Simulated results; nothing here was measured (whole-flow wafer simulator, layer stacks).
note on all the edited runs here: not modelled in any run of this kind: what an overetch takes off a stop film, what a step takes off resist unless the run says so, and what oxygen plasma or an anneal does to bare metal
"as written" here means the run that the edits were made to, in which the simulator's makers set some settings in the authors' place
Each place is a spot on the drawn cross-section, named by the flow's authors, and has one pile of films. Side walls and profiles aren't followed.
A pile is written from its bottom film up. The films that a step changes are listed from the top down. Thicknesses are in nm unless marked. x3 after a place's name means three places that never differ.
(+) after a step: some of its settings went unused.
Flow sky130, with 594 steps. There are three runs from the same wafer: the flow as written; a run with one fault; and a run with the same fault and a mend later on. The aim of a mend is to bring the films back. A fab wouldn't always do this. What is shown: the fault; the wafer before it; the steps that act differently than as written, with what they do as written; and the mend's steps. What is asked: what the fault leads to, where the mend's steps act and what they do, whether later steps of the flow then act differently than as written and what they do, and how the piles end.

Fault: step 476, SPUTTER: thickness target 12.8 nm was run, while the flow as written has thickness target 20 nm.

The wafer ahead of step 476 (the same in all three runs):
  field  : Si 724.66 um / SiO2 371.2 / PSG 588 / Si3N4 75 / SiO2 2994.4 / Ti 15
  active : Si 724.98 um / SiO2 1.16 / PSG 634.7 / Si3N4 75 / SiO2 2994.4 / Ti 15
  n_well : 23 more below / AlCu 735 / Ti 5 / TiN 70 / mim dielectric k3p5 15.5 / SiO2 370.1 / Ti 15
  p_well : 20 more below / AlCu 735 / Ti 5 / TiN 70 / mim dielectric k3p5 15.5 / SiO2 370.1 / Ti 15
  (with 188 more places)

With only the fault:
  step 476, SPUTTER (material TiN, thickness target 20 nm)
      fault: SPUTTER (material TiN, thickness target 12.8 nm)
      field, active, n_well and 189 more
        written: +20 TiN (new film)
        fault: +12.8 TiN (new film)
  Steps later in the flow that act otherwise than as written (not shown: 14 more steps that differ only slightly, by at most 2% or 0.5 nm, whichever is larger):
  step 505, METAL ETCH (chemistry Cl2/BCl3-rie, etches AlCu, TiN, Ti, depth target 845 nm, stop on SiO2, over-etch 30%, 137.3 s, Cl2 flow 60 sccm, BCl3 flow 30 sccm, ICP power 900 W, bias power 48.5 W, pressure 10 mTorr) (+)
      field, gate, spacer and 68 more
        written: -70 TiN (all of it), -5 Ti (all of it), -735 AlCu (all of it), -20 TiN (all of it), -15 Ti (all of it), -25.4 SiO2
        fault: -70 TiN (all of it), -5 Ti (all of it), -735 AlCu (all of it), -12.8 TiN (all of it), -15 Ti (all of it), -26.1 SiO2
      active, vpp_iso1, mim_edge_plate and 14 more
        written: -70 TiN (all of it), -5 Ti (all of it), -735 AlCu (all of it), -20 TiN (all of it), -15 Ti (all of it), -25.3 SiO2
        fault: -70 TiN (all of it), -5 Ti (all of it), -735 AlCu (all of it), -12.8 TiN (all of it), -15 Ti (all of it), -26.1 SiO2
  The piles end different from the flow's at n_well, p_well, gate_hv and 102 more by more than 2% or 0.5 nm, whichever is larger.
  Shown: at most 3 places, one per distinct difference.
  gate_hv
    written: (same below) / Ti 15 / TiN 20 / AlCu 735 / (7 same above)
    fault: (same below) / Ti 15 / TiN 12.8 / AlCu 735 / (7 same above)
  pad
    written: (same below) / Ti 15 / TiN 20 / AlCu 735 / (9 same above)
    fault: (same below) / Ti 15 / TiN 12.8 / AlCu 735 / (9 same above)
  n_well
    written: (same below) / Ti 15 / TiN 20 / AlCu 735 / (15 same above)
    fault: (same below) / Ti 15 / TiN 12.8 / AlCu 735 / (15 same above)

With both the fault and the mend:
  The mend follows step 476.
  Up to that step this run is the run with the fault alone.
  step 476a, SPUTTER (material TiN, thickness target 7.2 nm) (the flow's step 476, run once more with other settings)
      field, active, n_well and 189 more
        +7.2 TiN
  None of the later steps of the flow acts differently than as written at any place that is followed.
  The piles end the same as the flow's at every place that both follow.
